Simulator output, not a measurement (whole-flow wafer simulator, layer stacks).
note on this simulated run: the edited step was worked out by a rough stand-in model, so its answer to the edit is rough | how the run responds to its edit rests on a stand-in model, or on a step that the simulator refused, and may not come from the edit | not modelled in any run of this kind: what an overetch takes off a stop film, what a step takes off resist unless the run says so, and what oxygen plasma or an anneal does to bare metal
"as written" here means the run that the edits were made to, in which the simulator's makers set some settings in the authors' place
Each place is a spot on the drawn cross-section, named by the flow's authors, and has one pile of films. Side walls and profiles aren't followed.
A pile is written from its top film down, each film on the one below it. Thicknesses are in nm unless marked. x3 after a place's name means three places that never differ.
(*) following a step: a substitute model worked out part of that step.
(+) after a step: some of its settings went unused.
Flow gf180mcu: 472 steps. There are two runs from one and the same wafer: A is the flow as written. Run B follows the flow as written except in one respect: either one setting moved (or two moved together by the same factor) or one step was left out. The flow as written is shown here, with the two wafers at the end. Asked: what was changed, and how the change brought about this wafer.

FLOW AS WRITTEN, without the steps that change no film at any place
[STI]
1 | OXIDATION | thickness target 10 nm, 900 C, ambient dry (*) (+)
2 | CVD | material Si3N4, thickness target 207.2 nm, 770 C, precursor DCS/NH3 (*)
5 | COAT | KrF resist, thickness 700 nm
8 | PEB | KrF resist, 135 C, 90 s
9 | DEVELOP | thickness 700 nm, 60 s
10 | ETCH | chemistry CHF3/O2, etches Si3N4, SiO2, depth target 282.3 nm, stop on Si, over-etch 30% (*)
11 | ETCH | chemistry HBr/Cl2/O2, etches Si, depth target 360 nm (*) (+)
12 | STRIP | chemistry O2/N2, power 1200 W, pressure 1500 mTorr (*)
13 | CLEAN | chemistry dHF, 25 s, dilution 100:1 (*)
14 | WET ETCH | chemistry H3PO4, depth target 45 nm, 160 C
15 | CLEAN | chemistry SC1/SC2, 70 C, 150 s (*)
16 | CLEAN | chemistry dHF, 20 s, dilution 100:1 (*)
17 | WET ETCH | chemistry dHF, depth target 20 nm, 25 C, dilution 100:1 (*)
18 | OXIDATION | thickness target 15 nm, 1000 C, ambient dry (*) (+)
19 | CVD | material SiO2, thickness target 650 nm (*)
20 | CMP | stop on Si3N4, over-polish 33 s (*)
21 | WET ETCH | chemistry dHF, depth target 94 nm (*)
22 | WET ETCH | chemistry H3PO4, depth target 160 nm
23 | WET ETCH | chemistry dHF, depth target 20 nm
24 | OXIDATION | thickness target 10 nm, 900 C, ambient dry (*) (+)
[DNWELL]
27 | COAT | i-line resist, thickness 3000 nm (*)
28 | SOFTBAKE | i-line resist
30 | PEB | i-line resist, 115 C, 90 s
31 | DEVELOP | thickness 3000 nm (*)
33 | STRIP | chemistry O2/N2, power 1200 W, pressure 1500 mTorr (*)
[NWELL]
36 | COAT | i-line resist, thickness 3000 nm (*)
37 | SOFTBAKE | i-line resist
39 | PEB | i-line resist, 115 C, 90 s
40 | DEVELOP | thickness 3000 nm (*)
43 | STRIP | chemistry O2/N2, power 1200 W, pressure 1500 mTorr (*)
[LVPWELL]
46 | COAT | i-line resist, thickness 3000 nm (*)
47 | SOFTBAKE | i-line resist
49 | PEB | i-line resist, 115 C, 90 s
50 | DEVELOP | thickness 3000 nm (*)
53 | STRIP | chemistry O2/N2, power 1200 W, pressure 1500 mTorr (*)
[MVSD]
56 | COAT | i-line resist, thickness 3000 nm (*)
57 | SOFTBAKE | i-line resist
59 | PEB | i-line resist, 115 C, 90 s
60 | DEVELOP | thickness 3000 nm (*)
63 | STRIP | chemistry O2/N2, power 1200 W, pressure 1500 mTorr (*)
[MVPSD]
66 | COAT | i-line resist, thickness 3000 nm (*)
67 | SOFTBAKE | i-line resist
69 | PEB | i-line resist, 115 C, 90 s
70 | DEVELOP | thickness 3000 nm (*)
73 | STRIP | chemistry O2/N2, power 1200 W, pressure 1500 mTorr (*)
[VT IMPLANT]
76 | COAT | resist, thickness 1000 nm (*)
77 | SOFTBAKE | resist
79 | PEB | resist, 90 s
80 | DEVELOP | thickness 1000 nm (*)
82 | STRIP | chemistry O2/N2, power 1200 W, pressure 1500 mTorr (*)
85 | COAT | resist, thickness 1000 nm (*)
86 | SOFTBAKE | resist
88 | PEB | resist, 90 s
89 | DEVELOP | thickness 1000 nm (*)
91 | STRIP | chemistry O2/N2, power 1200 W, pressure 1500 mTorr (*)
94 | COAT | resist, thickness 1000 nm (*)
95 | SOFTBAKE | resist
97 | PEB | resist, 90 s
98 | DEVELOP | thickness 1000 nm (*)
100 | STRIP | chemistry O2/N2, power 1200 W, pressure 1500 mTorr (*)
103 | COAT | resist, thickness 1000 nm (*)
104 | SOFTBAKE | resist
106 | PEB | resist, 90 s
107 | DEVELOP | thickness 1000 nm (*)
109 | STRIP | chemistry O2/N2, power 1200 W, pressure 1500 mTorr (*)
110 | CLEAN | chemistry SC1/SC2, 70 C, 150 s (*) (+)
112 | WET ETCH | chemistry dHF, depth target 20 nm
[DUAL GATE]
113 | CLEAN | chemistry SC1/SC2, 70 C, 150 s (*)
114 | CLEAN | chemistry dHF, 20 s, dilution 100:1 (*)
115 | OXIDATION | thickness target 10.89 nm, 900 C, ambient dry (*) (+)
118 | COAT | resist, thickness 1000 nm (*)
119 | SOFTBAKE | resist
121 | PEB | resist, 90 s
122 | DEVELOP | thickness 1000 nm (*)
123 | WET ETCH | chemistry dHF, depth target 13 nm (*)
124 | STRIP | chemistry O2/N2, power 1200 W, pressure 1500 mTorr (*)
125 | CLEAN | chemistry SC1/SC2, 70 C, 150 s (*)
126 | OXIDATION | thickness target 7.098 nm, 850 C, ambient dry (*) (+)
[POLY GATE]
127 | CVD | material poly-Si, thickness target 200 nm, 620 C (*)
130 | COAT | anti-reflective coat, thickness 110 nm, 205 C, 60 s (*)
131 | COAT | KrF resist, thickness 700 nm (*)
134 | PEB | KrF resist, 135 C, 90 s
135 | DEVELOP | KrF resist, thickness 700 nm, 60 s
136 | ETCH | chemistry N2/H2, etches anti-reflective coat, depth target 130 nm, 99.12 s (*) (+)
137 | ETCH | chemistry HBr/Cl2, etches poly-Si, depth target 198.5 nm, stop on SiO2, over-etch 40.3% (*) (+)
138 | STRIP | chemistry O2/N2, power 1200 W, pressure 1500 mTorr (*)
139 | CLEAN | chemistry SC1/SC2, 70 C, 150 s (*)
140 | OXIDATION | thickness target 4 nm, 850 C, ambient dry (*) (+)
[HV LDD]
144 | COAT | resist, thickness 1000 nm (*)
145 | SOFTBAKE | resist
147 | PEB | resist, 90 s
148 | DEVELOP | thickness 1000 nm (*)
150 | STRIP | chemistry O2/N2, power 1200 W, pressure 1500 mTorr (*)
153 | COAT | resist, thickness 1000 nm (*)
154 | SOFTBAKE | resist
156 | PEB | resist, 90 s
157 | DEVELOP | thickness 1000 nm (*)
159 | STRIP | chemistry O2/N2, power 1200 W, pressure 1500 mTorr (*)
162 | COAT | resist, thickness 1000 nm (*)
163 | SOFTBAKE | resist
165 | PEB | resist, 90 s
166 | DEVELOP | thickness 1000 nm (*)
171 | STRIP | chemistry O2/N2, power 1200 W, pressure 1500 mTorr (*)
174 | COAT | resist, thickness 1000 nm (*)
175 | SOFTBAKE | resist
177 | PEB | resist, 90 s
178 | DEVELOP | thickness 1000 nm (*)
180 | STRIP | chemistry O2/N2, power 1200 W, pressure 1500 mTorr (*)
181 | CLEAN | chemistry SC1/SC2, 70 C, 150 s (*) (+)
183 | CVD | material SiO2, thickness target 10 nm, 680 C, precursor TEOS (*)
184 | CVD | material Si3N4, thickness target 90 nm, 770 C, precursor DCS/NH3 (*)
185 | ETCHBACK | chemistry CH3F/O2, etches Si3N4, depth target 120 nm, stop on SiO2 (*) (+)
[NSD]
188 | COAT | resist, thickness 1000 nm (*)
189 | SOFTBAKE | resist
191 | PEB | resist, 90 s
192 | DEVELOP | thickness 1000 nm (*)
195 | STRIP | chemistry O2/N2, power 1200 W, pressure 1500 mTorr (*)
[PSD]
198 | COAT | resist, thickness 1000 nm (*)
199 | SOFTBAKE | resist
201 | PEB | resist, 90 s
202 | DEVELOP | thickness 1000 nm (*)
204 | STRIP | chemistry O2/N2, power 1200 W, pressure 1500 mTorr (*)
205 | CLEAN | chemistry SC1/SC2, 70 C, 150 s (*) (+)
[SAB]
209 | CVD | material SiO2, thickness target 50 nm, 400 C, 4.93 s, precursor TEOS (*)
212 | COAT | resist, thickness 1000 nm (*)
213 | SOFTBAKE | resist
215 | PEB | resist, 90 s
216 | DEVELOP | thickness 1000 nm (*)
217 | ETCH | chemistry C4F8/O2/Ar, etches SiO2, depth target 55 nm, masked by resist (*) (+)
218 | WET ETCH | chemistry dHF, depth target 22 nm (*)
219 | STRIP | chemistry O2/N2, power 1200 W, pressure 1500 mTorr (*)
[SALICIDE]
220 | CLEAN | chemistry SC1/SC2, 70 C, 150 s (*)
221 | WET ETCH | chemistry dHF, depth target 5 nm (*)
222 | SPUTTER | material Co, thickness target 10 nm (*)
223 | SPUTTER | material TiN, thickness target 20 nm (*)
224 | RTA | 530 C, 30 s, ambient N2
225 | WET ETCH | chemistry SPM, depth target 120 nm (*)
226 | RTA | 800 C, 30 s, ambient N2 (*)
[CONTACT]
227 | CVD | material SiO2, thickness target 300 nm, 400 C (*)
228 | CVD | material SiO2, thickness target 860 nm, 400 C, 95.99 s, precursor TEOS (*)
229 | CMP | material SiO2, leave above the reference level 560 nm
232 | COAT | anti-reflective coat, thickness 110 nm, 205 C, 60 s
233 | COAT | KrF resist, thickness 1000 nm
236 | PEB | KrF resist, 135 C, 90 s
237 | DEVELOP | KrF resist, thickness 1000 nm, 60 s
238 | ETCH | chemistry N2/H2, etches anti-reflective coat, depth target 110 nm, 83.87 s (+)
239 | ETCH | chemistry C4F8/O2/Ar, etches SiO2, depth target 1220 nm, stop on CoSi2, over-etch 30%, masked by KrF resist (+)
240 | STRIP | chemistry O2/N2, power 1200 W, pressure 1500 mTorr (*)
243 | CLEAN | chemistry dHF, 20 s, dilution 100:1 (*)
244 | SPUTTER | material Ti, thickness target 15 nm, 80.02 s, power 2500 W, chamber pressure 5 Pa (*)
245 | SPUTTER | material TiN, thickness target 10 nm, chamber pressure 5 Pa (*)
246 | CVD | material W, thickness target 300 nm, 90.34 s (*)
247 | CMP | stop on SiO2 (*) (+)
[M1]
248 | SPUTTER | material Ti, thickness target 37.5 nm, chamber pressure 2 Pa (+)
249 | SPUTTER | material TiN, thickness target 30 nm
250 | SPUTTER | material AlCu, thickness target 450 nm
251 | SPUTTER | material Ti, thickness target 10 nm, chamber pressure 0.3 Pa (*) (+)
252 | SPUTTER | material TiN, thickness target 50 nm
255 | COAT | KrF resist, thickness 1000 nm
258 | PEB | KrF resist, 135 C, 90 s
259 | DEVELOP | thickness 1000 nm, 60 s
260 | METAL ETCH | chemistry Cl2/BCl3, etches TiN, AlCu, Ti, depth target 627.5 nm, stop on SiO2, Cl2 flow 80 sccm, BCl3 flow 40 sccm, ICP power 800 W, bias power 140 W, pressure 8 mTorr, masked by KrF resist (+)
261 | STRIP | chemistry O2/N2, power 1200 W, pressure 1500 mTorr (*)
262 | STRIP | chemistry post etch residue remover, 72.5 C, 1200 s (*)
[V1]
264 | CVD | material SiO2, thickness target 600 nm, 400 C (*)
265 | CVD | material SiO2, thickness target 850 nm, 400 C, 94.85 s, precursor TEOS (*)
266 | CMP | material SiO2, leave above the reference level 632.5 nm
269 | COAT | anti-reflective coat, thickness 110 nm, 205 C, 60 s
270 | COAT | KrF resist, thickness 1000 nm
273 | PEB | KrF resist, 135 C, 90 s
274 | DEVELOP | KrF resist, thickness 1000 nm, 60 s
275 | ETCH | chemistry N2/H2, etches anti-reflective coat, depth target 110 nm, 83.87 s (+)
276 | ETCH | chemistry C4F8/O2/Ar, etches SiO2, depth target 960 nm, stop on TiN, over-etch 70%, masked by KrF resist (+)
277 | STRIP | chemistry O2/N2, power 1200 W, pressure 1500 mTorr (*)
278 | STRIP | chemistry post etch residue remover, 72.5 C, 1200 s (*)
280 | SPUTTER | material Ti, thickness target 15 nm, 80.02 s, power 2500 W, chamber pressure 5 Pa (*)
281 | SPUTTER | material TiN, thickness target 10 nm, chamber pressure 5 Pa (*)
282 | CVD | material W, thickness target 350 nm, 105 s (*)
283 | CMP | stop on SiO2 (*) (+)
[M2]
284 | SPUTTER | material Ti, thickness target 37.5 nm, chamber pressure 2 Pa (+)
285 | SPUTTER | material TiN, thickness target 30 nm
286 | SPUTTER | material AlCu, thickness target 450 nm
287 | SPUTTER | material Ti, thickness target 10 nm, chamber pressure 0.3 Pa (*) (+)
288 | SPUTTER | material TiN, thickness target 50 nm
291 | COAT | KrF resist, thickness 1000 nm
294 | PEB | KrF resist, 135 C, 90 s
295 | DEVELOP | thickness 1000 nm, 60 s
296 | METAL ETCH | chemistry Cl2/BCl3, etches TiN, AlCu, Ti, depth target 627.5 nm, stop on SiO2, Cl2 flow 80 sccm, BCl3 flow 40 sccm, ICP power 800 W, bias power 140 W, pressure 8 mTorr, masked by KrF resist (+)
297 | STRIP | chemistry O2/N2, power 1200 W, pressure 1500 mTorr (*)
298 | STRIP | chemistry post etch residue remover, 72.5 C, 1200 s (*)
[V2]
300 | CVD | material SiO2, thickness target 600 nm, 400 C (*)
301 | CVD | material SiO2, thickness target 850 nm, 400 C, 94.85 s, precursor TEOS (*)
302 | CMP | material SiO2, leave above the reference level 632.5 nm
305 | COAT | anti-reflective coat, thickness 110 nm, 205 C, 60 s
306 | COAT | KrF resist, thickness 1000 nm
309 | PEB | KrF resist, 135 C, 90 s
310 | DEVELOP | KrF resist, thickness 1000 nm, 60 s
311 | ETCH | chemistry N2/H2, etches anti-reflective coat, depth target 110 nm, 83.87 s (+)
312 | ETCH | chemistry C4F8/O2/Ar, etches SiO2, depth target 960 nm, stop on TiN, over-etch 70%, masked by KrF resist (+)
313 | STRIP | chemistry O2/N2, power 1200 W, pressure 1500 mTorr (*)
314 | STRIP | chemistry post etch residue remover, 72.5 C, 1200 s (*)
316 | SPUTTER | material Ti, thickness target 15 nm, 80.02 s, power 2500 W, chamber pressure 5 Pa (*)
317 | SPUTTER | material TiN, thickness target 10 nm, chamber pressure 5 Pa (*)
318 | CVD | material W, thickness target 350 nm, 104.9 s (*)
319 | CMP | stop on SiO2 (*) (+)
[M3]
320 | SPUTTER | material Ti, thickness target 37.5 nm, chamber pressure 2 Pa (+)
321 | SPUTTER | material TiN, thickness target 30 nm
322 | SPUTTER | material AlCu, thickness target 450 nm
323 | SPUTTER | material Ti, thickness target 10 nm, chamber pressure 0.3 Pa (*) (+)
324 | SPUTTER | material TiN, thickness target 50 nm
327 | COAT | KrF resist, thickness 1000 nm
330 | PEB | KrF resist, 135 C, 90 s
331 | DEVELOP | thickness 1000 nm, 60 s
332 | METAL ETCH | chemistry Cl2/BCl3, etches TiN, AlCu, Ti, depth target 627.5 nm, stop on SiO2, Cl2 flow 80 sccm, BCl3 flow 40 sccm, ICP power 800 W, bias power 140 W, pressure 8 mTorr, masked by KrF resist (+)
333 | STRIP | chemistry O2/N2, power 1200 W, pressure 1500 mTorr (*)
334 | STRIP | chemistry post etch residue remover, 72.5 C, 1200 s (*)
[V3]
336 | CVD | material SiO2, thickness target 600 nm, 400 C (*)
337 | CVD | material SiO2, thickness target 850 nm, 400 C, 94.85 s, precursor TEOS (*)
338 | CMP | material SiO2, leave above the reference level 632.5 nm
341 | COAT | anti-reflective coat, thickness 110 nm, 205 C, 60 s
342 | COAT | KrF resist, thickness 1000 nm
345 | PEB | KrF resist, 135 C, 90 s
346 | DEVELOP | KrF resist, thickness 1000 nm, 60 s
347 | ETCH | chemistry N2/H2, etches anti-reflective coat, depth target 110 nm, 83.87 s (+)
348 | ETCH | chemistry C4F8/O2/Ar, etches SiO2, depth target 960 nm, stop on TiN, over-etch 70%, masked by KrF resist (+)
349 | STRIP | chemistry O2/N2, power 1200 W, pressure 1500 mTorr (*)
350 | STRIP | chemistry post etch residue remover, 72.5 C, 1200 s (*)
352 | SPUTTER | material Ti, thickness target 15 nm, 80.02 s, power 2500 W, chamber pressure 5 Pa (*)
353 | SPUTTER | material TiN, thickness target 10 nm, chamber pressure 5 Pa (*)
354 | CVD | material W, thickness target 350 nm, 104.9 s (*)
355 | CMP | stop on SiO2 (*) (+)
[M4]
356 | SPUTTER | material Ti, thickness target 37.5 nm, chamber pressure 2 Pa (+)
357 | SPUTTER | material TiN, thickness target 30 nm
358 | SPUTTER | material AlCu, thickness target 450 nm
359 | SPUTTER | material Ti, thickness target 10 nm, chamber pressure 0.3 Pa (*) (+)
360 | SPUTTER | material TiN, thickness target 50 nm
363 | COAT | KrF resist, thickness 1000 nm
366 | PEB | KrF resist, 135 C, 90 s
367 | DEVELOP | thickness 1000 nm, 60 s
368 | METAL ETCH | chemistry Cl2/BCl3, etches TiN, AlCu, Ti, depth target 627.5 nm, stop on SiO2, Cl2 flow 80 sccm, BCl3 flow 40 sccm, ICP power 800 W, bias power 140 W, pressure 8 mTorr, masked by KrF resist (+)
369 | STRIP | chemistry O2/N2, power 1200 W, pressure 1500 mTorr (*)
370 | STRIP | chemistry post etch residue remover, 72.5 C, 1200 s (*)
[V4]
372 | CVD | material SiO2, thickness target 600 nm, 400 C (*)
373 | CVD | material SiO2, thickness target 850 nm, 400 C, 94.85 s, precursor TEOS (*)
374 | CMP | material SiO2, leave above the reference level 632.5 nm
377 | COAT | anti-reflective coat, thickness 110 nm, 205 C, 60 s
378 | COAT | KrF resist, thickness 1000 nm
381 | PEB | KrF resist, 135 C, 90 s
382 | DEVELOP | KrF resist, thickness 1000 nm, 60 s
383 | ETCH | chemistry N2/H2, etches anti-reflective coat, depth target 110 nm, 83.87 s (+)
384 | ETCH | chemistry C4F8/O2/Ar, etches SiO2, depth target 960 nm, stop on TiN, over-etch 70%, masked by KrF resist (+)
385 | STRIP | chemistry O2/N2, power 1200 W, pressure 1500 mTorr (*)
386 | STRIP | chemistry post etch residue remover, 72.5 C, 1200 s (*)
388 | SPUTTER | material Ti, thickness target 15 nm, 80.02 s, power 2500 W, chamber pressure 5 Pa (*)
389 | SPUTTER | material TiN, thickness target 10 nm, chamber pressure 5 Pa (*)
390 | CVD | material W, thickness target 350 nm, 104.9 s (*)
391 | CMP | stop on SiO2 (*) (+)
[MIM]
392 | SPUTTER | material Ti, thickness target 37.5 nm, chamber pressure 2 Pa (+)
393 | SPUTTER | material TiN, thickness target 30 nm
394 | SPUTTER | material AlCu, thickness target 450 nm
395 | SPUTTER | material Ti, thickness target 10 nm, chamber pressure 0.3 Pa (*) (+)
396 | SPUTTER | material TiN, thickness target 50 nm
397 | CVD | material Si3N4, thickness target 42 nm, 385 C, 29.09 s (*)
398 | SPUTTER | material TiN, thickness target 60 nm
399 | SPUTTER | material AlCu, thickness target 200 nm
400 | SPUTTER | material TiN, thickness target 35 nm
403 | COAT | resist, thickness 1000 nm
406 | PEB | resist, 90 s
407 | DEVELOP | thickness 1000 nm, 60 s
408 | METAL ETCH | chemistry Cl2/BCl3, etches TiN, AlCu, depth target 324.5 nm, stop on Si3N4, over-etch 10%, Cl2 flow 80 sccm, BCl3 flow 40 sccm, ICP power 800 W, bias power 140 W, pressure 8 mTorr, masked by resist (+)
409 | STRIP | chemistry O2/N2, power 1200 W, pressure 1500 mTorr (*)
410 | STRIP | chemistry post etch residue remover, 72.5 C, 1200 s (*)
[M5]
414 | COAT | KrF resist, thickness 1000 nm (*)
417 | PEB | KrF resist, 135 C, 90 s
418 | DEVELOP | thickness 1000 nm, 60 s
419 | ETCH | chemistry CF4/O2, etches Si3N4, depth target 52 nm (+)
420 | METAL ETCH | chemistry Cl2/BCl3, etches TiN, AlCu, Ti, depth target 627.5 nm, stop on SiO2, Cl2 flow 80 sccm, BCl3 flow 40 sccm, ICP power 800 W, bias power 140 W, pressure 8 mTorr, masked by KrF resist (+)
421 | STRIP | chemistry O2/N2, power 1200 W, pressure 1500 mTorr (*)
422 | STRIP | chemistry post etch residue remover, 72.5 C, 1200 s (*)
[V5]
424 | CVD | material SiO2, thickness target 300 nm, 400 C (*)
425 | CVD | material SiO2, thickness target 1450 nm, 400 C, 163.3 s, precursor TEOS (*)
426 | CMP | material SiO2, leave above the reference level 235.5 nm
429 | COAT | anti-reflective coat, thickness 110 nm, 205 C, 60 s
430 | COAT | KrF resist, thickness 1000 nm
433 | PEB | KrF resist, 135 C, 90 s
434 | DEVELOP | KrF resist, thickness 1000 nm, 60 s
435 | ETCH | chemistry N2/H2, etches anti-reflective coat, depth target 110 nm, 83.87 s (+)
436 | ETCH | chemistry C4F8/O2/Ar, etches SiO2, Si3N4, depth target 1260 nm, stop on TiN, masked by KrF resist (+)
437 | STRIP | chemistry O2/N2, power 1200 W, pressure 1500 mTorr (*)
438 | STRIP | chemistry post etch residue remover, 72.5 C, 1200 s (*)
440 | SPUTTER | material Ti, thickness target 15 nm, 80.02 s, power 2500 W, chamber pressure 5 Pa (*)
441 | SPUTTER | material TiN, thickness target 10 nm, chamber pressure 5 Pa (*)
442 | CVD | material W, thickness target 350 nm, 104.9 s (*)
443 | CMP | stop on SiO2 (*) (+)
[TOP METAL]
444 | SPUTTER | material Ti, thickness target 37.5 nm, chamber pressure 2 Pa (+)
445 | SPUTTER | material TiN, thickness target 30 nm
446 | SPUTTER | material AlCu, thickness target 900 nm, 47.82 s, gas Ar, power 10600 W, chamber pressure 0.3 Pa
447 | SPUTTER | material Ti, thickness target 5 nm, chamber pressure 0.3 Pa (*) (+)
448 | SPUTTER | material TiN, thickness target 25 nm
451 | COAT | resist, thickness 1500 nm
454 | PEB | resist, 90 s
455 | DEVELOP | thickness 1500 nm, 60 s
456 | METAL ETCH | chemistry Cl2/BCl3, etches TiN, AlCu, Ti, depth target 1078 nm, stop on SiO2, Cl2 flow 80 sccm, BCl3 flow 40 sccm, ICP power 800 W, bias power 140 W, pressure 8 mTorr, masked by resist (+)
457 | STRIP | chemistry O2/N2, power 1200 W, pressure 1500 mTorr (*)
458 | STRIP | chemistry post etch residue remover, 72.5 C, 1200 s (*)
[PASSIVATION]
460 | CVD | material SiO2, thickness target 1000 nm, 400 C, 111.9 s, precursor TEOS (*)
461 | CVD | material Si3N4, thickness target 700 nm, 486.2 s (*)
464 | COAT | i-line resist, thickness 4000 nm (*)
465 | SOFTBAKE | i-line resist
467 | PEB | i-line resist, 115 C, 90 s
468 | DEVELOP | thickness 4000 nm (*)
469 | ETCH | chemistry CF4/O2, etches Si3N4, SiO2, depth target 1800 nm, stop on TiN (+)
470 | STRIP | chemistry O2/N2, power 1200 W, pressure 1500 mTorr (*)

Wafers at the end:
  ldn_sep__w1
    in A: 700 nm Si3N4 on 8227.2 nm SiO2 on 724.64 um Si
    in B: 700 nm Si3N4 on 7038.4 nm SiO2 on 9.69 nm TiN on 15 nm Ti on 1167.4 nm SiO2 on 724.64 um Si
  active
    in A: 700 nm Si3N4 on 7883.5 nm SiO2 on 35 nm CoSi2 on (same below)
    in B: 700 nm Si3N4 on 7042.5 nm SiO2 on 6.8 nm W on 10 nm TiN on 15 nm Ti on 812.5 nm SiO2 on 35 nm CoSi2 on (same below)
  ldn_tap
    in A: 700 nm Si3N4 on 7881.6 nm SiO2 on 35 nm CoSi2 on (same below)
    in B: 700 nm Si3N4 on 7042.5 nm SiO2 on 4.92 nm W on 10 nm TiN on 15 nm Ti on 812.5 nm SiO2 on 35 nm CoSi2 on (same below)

The reason: step 228, CVD: thickness target 516 nm was run, while the flow as written has thickness target 860 nm.

How this came from the change, step by step:
  228 | CVD | material SiO2, thickness target 860 nm, 400 C, 95.99 s, precursor TEOS (*)
      field, field__w7, field__w8 and 70 more: A SiO2 gains 860 | B SiO2 gains 516
      field__w3, field__w12: A SiO2 gains 807.3 | B SiO2 gains 488
      (as well as at 36 more places)
  229 | CMP | material SiO2, leave above the reference level 560 nm
      ldn_sep__w1, ldn_sep__w2, ldn_dft and 8 more: A SiO2 loses 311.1 | B nothing
      active, p_well, sd_n, iso_ptap_pw, iso_ntap_nw, iso_ptap_sub, vpnp_e: A SiO2 loses 299.9 | B nothing
      (as well as at 93 more places)
  232 | COAT | anti-reflective coat, thickness 110 nm, 205 C, 60 s
      sti, mim_1p0, pad, dice_street: A anti-reflective coat gains 110 (new film) | B anti-reflective coat gains 105.6 (new film)
      field, ld_drift_n: A anti-reflective coat gains 110 (new film) | B anti-reflective coat gains 124.2 (new film)
      (as well as at 100 more places)
  238 | ETCH | chemistry N2/H2, etches anti-reflective coat, depth target 110 nm, 83.87 s (+)
      contact: A anti-reflective coat loses 110 (all of it), SiO2 loses 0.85 | B anti-reflective coat loses 129.6 (all of it), SiO2 loses 0.34
      polyc_n: A anti-reflective coat loses 110 (all of it), SiO2 loses 0.85 | B anti-reflective coat loses 70.3 (all of it), SiO2 loses 1.86
      (as well as at 1 more place)
  239 | ETCH | chemistry C4F8/O2/Ar, etches SiO2, depth target 1220 nm, stop on CoSi2, over-etch 30%, masked by KrF resist (+)
      field, field__w1, field__w2 and 105 more: A KrF resist loses 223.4 | B KrF resist loses 209.6
      contact: A SiO2 loses 859.2 (all of it) | B SiO2 loses 806.2 (all of it)
  240 | STRIP | chemistry O2/N2, power 1200 W, pressure 1500 mTorr (*)
      sti, mim_1p0, pad, dice_street: A KrF resist loses 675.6 (all of it), anti-reflective coat loses 110 (all of it) | B KrF resist loses 708.5 (all of it), anti-reflective coat loses 105.6 (all of it)
      p_well, sd_n: A KrF resist loses 675.6 (all of it), anti-reflective coat loses 110 (all of it) | B KrF resist loses 708.5 (all of it), anti-reflective coat loses 102.6 (all of it)
      (as well as at 101 more places)
  244 | SPUTTER | material Ti, thickness target 15 nm, 80.02 s, power 2500 W, chamber pressure 5 Pa (*)
      field__w3: A Ti gains 15 (new film) | B Ti gains 14.3 (new film)
      field__w12: A Ti gains 15 (new film) | B Ti gains 14.2 (new film)
      (as well as at 1 more place)
  245 | SPUTTER | material TiN, thickness target 10 nm, chamber pressure 5 Pa (*)
      field__w12: A TiN gains 10 (new film) | B TiN gains 9.48 (new film)
      ld_drift_p: A TiN gains 10 (new film) | B TiN gains 9.33 (new film)
  246 | CVD | material W, thickness target 300 nm, 90.34 s (*)
      contact: A W gains 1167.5 (new film) | B W gains 1106.4 (new film)
  247 | CMP | stop on SiO2 (*) (+)
      field__w5, field__w9, n_well and 31 more: A W loses 300 (all of it), TiN loses 10 (all of it), Ti loses 15 (all of it), SiO2 loses 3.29 | B W loses 300 (all of it), TiN loses 10 (all of it), Ti loses 15 (all of it)
      ldn_sep__w1, ldn_sep__w2, ldn_dft and 8 more: A W loses 300 (all of it), TiN loses 10 (all of it), Ti loses 15 (all of it), SiO2 loses 3.29 | B W loses 292.1
      (as well as at 64 more places)
  248 | SPUTTER | material Ti, thickness target 37.5 nm, chamber pressure 2 Pa (+)
      field__w13, pplus_u: A Ti gains 37.5 (new film) | B Ti gains 37.5
  260 | METAL ETCH | chemistry Cl2/BCl3, etches TiN, AlCu, Ti, depth target 627.5 nm, stop on SiO2, Cl2 flow 80 sccm, BCl3 flow 40 sccm, ICP power 800 W, bias power 140 W, pressure 8 mTorr, masked by KrF resist (+)
      field, field__w1, field__w2 and 65 more: A TiN loses 50 (all of it), Ti loses 10 (all of it), AlCu loses 450 (all of it), TiN loses 30 (all of it), Ti loses 37.5 (all of it) | B TiN loses 50 (all of it), Ti loses 10 (all of it), AlCu loses 450 (all of it), TiN loses 30 (all of it), Ti loses 37.5 (all of it), W loses 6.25
      field__w13: A TiN loses 50 (all of it), Ti loses 10 (all of it), AlCu loses 450 (all of it), TiN loses 30 (all of it), Ti loses 37.5 (all of it) | B TiN loses 50 (all of it), Ti loses 10 (all of it), AlCu loses 450 (all of it), TiN loses 30 (all of it), Ti loses 47.5 (all of it)
      (as well as at 1 more place)
  262 | STRIP | chemistry post etch residue remover, 72.5 C, 1200 s (*)
      field, field__w1, field__w2 and 49 more: A nothing | B W loses 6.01
      ldn_sep__w1, ldn_out, ldp_sep__w1, ldp_dft, ldp_fld__w2: A nothing | B W loses 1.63 (all of it), TiN loses 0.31
      (as well as at 11 more places)
  264 | CVD | material SiO2, thickness target 600 nm, 400 C (*)
      field, field__w1, field__w2 and 65 more: A SiO2 gains 600 | B SiO2 gains 600 (new film)
  266 | CMP | material SiO2, leave above the reference level 632.5 nm
      field, field__w1, field__w2 and 49 more: A SiO2 loses 300 | B SiO2 loses 287.7
      ldn_sep__w1, ldn_sep__w2, ldn_dft and 8 more: A SiO2 loses 300 | B SiO2 loses 291.8
      (as well as at 7 more places)
With metal films that touch counted as one body, ldn_sep__w1 has 1 body; the flow as written gives 0 bodies.
With metal films that touch counted as one body, active has 2 bodies (between them, from the top down: SiO2 812.5); the flow as written gives 1 body.
With metal films that touch counted as one body, ldn_tap has 2 bodies (between them, from the top down: SiO2 812.5); the flow as written gives 1 body.
